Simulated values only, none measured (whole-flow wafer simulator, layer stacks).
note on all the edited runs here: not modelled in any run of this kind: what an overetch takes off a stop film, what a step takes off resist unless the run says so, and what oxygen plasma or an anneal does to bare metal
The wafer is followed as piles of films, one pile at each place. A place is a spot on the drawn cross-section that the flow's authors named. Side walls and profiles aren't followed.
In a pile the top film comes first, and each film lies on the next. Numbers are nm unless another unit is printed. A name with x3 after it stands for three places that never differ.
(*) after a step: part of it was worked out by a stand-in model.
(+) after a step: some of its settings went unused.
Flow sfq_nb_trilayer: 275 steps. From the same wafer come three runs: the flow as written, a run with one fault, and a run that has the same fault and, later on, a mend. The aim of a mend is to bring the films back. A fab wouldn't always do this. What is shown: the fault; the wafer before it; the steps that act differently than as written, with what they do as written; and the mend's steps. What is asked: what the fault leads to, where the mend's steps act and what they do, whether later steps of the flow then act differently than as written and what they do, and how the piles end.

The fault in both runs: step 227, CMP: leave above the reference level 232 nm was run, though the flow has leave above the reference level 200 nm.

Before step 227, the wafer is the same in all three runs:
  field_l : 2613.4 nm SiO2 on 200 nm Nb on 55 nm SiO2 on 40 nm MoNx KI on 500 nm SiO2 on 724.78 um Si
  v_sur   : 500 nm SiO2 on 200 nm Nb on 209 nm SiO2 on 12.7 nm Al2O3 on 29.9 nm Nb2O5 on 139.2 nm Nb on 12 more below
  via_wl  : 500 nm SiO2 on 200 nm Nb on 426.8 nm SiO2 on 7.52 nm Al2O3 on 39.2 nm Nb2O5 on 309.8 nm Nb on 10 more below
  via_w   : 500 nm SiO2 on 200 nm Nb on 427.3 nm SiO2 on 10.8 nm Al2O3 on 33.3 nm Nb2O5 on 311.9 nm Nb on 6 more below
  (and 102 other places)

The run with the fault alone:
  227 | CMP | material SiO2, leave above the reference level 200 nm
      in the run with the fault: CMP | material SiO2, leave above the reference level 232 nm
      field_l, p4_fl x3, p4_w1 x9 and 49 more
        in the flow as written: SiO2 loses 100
        in the run with the fault: SiO2 loses 68
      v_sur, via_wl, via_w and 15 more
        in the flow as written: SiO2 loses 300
        in the run with the fault: SiO2 loses 268
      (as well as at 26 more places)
  Steps later in the flow that act otherwise than as written (3 other steps are not shown; they differ only slightly, by no more than 2% or 0.5 nm, whichever is larger):
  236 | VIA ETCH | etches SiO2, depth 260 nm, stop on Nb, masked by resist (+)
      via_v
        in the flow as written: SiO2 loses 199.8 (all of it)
        in the run with the fault: SiO2 loses 231.8 (all of it)
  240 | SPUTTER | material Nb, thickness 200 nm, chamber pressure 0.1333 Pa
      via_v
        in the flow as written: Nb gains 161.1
        in the run with the fault: Nb gains 153.6
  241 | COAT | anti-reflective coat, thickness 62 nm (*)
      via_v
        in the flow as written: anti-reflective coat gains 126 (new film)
        in the run with the fault: anti-reflective coat gains 133.2 (new film)
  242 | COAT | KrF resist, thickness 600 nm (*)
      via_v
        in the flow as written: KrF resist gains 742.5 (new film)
        in the run with the fault: KrF resist gains 769.4 (new film)
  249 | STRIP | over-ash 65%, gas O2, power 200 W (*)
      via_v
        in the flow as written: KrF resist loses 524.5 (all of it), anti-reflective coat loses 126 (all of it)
        in the run with the fault: KrF resist loses 551.3 (all of it), anti-reflective coat loses 133.2 (all of it)
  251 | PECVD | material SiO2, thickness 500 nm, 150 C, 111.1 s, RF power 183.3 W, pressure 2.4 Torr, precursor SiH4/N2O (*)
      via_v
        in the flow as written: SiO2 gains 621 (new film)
        in the run with the fault: SiO2 gains 660.5 (new film)
  By the end, the piles at v_sur, via_wl, via_w and 80 more depart from the flow's by more than 2% or 0.5 nm, whichever is larger.
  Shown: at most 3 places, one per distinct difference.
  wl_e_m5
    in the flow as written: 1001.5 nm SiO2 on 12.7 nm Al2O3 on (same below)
    in the run with the fault: 1033.5 nm SiO2 on 12.7 nm Al2O3 on (same below)
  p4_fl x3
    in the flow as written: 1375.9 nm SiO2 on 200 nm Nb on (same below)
    in the run with the fault: 1407.9 nm SiO2 on 200 nm Nb on (same below)
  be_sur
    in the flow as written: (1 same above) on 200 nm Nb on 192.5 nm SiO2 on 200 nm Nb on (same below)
    in the run with the fault: (1 same above) on 200 nm Nb on 224.5 nm SiO2 on 200 nm Nb on (same below)

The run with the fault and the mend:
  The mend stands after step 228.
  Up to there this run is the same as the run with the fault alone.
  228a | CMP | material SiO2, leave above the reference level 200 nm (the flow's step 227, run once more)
      field_l, v_sur, via_wl and 103 more
        SiO2 loses 32
  Later steps of the flow that are run all act as written at every place that is followed.
  By the end, the piles equal the flow's at every place that both follow.
